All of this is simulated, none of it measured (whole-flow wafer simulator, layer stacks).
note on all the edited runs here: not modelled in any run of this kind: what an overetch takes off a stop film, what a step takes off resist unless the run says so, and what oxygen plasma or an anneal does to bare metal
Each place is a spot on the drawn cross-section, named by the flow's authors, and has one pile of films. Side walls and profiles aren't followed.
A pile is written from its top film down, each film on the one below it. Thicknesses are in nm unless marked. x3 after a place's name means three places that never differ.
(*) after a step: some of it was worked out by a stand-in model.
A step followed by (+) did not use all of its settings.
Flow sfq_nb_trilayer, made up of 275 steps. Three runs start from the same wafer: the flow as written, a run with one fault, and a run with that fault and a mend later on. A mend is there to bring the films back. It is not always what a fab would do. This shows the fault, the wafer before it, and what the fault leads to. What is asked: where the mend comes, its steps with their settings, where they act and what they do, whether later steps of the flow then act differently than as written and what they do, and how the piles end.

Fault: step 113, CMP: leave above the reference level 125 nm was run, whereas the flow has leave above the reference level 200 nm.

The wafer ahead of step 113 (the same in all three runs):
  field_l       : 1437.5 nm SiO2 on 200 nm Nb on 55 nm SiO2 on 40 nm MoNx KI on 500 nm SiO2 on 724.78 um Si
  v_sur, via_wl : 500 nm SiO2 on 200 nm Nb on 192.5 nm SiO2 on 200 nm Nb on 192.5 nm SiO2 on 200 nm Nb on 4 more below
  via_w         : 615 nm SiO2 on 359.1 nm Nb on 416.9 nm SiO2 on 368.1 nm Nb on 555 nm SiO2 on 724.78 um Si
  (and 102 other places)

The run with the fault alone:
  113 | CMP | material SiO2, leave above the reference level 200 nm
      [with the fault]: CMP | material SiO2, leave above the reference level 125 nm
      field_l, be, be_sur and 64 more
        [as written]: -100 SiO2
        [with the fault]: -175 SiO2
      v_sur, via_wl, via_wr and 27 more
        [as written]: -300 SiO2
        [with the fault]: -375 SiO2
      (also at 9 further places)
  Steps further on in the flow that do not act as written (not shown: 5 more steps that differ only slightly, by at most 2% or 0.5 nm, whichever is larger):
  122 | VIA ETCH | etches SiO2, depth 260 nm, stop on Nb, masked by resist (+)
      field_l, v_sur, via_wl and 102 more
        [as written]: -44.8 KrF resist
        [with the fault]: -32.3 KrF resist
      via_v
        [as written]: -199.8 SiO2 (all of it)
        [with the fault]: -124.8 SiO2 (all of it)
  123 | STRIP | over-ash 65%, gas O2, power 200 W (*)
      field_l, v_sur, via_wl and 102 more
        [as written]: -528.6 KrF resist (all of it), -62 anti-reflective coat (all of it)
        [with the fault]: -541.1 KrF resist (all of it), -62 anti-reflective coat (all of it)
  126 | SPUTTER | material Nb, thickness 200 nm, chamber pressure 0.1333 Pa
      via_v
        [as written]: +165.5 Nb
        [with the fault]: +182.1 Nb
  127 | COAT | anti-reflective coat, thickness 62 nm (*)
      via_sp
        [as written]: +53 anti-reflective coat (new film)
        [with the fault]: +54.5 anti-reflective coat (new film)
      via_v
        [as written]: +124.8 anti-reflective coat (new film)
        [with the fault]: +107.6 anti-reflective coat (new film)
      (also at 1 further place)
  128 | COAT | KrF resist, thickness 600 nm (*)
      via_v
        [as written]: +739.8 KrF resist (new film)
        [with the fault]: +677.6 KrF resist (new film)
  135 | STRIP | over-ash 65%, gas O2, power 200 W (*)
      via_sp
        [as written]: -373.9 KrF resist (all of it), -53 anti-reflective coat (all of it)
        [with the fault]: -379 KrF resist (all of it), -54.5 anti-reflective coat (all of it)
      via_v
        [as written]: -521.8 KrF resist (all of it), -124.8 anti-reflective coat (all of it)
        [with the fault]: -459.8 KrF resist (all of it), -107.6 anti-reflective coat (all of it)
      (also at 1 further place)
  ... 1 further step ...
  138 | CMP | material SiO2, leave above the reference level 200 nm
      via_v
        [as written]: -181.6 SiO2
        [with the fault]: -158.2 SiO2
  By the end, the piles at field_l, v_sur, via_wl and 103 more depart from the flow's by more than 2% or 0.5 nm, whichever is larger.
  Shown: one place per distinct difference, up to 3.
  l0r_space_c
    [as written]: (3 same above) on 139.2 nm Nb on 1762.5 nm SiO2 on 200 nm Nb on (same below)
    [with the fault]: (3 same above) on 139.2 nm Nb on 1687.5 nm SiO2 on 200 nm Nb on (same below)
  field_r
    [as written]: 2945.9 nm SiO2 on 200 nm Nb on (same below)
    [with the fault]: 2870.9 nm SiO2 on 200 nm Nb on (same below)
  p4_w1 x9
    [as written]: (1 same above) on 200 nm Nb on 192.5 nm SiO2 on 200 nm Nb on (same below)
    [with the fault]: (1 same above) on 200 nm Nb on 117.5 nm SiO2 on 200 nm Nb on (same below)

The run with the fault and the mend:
  The mend follows step 114.
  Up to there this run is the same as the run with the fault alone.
  114a | PECVD | material SiO2, thickness 75 nm, 150 C, 16.67 s, RF power 183.3 W, pressure 2.4 Torr, precursor SiH4/N2O (the flow's step 112, run once more with other settings)
      field_l, v_sur, via_wl and 103 more
        +75 SiO2
  Every later step of the flow that is run acts as written, at every place that is followed, to within 2% or 0.5 nm, whichever is larger.
  At every place that both follow, the piles at the end match the flow's.
